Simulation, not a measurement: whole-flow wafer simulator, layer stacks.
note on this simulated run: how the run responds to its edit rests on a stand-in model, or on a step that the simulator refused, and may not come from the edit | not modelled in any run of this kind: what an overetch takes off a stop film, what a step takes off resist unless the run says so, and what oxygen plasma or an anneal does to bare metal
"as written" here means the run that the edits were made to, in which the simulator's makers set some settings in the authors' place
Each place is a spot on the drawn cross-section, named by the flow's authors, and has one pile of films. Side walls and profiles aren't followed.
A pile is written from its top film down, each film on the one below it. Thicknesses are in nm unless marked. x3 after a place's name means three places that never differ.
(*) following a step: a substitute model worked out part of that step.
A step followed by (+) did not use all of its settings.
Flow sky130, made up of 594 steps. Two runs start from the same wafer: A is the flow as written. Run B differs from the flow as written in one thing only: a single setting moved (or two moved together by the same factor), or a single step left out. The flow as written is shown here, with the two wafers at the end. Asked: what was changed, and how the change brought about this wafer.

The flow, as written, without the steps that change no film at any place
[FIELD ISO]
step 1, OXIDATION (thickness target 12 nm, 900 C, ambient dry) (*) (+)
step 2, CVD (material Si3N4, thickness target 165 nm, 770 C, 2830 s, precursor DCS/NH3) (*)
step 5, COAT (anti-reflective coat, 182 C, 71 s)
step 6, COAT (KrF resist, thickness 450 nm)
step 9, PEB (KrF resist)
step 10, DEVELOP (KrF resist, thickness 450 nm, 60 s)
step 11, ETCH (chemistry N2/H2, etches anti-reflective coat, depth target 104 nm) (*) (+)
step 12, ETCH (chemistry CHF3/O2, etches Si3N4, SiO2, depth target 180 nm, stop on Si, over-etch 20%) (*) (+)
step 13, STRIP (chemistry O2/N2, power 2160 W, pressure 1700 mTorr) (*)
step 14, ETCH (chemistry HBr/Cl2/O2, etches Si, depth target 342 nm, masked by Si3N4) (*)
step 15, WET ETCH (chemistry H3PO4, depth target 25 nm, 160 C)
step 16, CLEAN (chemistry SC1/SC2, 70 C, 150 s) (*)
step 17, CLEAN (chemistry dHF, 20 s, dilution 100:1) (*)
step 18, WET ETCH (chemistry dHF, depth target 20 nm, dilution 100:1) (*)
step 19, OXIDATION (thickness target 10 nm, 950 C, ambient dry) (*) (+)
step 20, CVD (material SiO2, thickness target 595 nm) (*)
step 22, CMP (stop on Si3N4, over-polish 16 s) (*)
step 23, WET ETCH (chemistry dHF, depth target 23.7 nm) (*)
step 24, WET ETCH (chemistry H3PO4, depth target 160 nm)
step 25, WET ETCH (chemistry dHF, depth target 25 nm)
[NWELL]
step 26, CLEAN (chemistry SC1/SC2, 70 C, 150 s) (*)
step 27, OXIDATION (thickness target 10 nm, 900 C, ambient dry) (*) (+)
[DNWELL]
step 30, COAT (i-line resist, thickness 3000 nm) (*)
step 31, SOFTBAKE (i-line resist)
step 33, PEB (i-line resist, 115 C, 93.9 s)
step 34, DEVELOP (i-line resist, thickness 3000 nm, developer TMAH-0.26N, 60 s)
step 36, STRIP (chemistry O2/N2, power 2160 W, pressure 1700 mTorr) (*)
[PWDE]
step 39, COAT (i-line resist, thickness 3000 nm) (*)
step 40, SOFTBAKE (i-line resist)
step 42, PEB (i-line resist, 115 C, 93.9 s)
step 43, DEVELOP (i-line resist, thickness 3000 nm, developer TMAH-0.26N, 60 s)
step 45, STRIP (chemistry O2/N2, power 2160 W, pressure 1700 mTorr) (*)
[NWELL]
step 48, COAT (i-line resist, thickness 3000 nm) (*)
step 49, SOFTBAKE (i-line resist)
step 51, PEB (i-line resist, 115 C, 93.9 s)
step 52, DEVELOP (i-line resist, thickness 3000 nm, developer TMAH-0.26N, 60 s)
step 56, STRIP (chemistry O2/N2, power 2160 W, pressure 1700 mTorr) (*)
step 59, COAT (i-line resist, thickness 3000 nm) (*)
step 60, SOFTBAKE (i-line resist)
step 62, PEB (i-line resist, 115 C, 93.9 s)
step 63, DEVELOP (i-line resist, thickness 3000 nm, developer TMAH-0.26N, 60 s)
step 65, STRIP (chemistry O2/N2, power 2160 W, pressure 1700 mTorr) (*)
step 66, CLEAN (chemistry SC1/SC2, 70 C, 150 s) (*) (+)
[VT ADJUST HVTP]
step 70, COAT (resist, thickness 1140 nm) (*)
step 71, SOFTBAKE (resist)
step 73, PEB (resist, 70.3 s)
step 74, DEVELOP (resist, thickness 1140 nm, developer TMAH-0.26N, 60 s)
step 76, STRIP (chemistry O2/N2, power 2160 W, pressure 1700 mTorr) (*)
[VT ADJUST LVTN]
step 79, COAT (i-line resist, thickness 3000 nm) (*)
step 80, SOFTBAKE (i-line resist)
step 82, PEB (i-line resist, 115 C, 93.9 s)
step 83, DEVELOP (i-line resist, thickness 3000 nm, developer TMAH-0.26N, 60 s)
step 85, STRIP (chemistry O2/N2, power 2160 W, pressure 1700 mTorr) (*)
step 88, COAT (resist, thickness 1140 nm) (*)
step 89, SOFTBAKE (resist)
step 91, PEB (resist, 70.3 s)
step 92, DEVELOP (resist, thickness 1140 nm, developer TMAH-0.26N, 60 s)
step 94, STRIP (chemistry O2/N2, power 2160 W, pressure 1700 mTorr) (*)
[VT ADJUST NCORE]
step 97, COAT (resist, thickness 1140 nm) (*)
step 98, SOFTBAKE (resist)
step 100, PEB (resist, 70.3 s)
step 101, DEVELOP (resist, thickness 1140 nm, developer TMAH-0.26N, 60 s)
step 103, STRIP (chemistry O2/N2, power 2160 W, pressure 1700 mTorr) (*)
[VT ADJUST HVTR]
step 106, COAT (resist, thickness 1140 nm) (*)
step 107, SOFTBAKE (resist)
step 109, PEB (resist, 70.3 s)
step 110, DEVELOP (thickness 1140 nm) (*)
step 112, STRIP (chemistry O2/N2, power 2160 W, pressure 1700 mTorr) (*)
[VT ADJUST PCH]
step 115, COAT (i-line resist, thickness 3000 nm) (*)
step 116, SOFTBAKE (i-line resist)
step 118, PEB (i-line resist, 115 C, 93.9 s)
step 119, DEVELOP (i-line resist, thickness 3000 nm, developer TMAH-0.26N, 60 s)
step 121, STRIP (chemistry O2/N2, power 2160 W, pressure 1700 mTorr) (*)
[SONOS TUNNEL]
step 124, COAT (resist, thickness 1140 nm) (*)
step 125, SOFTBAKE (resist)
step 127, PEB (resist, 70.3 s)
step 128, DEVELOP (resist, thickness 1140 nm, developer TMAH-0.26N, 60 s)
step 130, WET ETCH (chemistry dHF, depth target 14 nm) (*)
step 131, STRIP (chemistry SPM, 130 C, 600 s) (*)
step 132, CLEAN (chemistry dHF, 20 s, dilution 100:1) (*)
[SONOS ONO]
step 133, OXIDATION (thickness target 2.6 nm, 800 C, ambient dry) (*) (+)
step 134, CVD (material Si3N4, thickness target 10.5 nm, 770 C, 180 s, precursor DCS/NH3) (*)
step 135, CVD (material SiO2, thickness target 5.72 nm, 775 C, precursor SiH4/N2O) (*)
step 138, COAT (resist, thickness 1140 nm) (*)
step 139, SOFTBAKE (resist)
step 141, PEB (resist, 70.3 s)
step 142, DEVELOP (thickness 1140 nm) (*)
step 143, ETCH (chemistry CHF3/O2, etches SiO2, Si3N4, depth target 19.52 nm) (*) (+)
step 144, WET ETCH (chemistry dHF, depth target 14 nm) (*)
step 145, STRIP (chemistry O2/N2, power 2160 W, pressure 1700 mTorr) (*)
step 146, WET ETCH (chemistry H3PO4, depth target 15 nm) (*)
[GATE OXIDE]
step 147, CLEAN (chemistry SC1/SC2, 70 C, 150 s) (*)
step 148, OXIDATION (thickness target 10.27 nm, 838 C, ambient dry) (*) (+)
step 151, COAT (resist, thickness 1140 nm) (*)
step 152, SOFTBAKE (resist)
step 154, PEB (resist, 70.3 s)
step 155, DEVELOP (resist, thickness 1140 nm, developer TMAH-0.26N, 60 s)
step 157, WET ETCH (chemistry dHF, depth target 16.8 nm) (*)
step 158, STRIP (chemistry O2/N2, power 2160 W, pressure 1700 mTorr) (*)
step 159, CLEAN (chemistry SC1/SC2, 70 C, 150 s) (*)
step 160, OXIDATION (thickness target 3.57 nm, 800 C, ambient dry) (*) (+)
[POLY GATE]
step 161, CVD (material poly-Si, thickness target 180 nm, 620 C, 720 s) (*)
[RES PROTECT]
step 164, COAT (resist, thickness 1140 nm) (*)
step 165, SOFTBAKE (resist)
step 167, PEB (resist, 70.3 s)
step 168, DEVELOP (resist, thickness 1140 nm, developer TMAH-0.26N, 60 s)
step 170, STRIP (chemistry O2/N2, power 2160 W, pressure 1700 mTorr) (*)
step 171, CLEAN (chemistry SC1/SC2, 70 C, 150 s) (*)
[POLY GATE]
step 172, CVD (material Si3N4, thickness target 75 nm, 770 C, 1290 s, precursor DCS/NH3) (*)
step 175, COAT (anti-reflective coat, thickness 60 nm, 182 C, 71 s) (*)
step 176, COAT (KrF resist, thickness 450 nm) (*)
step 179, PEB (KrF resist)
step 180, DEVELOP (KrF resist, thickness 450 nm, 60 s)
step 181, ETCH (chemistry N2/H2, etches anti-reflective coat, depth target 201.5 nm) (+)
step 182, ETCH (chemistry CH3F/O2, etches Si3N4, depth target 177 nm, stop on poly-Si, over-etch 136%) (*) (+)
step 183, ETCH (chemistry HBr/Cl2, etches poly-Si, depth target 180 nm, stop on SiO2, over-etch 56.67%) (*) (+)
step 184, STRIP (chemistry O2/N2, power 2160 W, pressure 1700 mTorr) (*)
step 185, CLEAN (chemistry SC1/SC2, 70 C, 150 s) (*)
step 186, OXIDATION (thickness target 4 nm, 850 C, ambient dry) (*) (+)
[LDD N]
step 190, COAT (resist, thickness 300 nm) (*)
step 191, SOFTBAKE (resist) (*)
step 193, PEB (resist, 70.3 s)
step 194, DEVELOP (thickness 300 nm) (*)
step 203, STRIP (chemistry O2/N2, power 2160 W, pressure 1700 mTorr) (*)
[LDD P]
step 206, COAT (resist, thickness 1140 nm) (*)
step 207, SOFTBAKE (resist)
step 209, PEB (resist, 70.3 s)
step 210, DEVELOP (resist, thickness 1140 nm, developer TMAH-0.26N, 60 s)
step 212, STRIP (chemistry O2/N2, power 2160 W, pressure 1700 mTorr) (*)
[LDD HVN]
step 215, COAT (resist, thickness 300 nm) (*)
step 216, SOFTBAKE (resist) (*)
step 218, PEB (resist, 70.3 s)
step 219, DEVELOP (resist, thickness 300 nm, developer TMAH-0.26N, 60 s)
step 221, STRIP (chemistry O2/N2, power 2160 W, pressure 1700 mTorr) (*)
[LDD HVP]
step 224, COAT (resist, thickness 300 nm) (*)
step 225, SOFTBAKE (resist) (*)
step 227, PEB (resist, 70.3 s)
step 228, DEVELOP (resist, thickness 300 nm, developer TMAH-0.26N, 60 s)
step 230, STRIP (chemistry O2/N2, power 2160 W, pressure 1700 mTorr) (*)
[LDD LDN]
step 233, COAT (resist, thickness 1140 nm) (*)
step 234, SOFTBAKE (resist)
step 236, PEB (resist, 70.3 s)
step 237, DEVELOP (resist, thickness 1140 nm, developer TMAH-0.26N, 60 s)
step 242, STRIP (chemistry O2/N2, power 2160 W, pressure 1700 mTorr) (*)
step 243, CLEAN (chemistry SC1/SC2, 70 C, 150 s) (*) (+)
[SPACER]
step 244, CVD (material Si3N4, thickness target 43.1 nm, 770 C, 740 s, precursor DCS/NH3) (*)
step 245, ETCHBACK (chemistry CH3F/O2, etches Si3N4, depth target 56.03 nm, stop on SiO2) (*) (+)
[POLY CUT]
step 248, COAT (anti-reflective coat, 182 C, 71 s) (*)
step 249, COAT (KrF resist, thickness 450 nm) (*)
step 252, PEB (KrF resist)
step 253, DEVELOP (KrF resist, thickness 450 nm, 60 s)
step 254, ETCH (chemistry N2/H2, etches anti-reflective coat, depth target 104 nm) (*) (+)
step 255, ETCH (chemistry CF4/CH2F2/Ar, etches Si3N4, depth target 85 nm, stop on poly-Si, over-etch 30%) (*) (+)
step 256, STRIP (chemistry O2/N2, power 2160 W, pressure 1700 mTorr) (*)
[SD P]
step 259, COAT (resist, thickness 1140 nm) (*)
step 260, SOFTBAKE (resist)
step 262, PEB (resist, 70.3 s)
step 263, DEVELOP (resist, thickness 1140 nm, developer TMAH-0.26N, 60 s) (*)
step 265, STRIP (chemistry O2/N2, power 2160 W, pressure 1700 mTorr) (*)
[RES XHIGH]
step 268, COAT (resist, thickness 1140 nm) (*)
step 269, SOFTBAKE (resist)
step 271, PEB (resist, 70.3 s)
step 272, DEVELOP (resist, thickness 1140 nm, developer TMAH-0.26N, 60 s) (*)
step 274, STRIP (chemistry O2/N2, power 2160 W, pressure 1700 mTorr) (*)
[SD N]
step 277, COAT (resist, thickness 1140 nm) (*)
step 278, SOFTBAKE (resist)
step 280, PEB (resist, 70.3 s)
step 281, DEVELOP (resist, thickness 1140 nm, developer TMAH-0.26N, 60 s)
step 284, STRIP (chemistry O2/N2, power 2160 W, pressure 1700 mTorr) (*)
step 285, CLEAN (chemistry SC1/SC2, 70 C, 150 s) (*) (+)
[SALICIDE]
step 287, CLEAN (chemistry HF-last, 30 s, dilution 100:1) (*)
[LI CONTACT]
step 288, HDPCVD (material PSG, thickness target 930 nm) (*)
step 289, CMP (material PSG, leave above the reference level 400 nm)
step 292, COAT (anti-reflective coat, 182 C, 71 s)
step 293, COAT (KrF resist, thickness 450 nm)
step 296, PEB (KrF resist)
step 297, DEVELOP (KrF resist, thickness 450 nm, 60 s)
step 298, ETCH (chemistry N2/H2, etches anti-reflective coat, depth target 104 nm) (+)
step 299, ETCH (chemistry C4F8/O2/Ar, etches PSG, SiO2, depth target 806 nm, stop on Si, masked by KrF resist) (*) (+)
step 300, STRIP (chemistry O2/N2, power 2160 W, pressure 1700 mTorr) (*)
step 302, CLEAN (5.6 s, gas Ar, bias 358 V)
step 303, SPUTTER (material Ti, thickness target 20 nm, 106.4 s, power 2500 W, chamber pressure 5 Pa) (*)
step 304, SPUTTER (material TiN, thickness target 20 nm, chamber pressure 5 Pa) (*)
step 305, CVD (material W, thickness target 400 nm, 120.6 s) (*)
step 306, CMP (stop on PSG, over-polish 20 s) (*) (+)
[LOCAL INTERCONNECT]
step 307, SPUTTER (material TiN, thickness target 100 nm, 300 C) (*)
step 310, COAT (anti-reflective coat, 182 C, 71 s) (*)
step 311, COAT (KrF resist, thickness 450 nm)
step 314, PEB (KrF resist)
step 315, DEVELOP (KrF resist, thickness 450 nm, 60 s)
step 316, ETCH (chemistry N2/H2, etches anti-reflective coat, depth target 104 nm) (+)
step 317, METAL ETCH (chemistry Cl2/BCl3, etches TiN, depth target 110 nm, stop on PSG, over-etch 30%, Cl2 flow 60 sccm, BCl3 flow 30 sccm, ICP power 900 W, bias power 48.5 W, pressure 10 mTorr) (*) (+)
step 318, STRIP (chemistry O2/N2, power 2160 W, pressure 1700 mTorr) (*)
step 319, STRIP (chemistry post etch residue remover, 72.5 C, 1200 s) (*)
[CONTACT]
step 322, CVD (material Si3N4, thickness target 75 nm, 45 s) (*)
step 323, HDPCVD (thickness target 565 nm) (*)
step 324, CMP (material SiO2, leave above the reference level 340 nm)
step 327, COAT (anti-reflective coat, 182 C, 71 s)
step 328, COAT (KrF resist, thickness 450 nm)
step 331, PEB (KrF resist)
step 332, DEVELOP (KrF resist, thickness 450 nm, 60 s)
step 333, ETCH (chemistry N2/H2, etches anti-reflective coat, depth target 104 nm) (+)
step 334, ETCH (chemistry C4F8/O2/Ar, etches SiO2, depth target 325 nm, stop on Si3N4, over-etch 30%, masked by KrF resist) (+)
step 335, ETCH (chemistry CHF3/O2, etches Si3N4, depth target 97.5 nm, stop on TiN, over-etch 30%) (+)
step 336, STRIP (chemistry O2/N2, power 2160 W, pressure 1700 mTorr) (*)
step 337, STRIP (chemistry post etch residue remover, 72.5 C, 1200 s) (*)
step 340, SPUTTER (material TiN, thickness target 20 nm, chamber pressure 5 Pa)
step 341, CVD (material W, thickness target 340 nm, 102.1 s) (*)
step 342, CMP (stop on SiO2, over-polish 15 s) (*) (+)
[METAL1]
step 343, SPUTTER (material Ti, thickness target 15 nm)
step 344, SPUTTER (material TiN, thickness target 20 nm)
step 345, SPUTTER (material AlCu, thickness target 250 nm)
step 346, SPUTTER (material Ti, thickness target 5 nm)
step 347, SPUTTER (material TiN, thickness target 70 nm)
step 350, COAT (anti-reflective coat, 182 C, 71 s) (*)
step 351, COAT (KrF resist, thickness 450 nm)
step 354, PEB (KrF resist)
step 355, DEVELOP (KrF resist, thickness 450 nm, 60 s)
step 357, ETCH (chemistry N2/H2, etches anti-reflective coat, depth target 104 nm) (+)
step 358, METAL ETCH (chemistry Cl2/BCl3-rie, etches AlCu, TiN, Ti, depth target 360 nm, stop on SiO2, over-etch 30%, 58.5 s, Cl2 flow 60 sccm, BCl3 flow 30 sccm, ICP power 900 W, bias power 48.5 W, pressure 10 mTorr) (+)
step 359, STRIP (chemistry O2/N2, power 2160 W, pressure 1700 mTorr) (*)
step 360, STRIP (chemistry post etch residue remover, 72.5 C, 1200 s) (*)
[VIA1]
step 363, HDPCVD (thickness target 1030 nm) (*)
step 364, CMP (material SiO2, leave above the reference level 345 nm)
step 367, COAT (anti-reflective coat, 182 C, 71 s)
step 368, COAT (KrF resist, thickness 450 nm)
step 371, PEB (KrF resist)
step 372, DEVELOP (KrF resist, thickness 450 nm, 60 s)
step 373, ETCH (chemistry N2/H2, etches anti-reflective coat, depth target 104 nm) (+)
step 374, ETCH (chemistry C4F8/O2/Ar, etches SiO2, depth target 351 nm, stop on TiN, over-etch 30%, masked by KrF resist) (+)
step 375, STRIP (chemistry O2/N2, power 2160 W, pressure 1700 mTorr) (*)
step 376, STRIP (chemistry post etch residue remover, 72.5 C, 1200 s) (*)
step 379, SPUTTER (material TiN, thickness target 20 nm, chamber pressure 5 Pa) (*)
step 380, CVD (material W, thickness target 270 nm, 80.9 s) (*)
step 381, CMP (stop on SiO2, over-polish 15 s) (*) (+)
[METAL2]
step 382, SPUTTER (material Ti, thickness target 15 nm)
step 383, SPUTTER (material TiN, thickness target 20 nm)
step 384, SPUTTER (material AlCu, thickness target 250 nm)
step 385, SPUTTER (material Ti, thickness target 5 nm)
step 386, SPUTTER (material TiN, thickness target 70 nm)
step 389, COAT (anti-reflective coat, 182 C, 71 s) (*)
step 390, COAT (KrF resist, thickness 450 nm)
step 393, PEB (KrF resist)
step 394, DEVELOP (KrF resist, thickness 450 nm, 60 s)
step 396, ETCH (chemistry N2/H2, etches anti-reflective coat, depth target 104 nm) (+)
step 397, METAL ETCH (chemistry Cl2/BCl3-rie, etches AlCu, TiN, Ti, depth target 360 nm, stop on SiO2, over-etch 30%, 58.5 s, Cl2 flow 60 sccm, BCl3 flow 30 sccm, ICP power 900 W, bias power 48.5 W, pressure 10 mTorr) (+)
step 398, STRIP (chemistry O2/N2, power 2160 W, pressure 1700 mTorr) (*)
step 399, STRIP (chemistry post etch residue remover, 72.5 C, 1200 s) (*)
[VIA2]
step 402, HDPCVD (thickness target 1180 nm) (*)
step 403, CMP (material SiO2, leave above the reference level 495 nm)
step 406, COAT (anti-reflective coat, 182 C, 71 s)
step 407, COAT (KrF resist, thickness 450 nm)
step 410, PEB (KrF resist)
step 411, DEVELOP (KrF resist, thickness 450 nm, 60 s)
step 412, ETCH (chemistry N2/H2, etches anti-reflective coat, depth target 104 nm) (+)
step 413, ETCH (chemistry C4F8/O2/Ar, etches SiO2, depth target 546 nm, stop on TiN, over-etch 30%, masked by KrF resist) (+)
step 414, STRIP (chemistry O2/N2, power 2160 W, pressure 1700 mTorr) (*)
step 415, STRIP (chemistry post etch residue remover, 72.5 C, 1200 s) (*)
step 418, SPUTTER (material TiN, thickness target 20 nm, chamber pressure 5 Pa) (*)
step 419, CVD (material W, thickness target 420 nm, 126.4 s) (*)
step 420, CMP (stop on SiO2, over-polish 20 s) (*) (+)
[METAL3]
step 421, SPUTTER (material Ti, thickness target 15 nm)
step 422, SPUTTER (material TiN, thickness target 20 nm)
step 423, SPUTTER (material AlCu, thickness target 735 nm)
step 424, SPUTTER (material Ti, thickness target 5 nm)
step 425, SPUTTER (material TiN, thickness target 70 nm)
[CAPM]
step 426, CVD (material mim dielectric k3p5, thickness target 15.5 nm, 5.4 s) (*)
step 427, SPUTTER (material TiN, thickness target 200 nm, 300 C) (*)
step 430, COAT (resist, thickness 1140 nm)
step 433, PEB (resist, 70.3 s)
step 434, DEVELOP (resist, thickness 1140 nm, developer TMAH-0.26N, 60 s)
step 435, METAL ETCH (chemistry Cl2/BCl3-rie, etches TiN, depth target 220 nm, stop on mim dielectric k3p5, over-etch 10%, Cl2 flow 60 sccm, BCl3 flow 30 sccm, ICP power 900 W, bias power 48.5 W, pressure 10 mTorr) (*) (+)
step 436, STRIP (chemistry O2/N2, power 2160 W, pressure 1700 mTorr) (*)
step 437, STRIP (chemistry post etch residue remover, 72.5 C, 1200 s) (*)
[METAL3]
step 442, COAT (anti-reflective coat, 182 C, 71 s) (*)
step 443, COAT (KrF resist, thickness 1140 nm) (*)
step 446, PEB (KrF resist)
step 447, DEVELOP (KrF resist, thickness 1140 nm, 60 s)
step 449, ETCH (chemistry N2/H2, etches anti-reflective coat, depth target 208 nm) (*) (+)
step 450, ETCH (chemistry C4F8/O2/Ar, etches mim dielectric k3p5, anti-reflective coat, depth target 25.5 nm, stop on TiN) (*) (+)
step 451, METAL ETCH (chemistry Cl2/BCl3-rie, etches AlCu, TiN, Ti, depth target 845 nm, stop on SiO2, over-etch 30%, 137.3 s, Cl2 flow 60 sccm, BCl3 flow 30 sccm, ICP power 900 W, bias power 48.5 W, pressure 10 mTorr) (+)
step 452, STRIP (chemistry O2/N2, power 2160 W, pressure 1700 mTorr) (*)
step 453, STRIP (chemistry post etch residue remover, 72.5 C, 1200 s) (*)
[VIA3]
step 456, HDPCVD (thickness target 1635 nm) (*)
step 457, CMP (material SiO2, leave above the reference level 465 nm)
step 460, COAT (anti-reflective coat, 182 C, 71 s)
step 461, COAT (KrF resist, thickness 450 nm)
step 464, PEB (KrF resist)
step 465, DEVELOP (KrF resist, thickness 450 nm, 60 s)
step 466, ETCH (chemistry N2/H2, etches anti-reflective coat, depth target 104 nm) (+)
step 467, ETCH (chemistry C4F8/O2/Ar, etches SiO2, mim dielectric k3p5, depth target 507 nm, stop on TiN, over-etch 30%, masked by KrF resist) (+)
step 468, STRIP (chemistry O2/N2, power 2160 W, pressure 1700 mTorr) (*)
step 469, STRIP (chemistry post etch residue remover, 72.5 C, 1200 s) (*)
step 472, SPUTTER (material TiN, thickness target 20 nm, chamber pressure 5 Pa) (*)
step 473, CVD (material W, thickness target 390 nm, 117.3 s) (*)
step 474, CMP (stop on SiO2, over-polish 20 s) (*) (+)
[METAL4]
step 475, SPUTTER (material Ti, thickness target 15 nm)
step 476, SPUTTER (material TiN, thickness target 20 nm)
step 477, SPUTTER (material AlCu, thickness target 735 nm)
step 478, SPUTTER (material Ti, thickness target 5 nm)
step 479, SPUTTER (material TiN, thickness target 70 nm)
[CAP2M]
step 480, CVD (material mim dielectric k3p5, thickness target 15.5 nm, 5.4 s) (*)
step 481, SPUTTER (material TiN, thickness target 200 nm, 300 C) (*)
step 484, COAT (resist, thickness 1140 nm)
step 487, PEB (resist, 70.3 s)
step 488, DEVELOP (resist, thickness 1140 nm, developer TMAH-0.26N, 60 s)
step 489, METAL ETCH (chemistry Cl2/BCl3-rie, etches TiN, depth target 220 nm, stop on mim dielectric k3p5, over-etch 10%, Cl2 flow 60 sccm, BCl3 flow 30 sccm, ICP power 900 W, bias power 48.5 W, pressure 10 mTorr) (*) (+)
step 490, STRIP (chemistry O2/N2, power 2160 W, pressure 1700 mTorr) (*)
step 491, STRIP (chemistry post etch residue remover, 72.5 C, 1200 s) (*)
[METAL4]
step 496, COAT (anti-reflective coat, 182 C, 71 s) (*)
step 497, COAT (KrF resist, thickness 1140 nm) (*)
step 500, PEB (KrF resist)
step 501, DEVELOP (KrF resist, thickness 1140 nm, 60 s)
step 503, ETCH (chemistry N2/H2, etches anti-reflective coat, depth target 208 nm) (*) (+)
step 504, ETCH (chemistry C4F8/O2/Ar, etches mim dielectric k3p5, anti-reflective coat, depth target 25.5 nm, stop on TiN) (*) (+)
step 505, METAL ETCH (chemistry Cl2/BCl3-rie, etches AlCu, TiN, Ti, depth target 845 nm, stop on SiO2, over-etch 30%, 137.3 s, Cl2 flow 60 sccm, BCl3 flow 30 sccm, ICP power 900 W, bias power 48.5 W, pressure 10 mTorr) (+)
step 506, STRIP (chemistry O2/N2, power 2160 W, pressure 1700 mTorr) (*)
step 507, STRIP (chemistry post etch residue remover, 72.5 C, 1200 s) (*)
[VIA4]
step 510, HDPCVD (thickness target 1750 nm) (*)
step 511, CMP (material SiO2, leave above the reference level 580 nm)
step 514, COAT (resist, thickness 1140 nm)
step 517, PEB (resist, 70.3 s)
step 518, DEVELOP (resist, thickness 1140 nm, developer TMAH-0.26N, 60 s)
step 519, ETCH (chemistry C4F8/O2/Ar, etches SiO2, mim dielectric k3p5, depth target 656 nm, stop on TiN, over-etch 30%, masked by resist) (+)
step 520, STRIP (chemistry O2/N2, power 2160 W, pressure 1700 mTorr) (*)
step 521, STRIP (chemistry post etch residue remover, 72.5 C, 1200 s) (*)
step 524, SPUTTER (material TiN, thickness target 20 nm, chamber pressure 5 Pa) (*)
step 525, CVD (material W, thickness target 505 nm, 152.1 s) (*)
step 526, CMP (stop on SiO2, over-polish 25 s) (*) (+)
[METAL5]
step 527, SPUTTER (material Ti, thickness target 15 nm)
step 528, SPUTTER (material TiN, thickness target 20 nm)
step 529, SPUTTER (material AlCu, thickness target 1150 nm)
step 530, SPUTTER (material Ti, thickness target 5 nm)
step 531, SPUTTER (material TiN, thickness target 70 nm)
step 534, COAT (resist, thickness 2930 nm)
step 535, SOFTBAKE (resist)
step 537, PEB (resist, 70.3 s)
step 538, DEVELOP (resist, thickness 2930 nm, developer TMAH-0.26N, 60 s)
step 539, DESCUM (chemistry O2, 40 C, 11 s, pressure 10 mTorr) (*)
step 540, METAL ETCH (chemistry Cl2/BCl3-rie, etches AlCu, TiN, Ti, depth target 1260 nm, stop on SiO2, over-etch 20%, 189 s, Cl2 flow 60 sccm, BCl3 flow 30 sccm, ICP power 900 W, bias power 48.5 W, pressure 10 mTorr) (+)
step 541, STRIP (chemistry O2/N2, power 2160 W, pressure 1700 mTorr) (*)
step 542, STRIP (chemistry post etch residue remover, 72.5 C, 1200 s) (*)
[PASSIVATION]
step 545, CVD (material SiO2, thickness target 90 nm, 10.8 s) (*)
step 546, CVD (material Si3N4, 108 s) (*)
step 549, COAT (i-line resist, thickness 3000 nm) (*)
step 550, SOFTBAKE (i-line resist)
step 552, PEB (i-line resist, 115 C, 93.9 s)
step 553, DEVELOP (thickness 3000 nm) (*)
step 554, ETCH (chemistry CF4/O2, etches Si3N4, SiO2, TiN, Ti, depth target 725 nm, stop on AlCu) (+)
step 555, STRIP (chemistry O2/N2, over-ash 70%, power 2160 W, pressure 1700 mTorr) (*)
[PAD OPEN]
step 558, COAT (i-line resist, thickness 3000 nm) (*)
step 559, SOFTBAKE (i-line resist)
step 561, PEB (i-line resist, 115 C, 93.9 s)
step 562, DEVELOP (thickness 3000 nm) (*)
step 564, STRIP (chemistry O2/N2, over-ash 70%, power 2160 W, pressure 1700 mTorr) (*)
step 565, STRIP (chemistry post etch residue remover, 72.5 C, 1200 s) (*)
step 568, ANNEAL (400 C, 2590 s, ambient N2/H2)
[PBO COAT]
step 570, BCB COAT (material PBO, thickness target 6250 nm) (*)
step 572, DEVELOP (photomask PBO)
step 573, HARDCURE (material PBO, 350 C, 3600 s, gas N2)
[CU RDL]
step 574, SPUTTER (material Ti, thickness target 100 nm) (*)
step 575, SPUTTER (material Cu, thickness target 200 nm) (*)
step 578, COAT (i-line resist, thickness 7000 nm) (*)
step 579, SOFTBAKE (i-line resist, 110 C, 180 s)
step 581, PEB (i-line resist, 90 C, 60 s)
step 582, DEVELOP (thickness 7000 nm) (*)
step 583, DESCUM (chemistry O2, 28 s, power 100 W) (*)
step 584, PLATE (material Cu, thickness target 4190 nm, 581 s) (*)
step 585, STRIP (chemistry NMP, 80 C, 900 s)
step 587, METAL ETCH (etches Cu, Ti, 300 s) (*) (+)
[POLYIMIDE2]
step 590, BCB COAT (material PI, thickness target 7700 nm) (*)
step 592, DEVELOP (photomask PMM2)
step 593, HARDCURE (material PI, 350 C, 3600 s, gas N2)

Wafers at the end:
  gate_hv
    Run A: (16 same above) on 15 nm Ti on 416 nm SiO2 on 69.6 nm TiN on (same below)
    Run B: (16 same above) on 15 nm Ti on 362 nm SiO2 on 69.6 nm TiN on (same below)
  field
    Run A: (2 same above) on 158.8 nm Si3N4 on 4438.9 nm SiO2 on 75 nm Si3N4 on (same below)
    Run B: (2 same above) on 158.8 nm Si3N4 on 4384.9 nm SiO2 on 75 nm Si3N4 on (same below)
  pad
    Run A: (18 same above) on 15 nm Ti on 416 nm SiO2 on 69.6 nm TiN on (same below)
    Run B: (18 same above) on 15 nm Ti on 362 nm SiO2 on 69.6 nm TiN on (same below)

What caused this: step 403, CMP: leave above the reference level 441 nm was run, whereas the flow has leave above the reference level 495 nm.

The path from the change to this, step by step:
  step 403, CMP (material SiO2, leave above the reference level 495 nm)
      n_well, p_well, gate_hv and 101 more: A -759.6 SiO2 | B -813.6 SiO2
      field, active, gate and 82 more: A -389.1 SiO2 | B -443.1 SiO2
      (as well as at 2 more places)
  step 413, ETCH (chemistry C4F8/O2/Ar, etches SiO2, depth target 546 nm, stop on TiN, over-etch 30%, masked by KrF resist) (+)
      field, active, n_well and 186 more: A -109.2 KrF resist | B -95.2 KrF resist
      m1: A -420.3 SiO2 (all of it) | B -366.3 SiO2 (all of it)
      (as well as at 1 more place)
  step 414, STRIP (chemistry O2/N2, power 2160 W, pressure 1700 mTorr) (*)
      field, active, n_well and 186 more: A -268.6 KrF resist (all of it), -80 anti-reflective coat (all of it) | B -282.6 KrF resist (all of it), -80 anti-reflective coat (all of it)
  step 418, SPUTTER (material TiN, thickness target 20 nm, chamber pressure 5 Pa) (*)
      m1, via2_hole: A +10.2 TiN | B +10.9 TiN
  step 419, CVD (material W, thickness target 420 nm, 126.4 s) (*)
      m1: A +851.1 W (new film) | B +796.4 W (new film)
      via2_hole: A +850.7 W (new film) | B +796 W (new film)
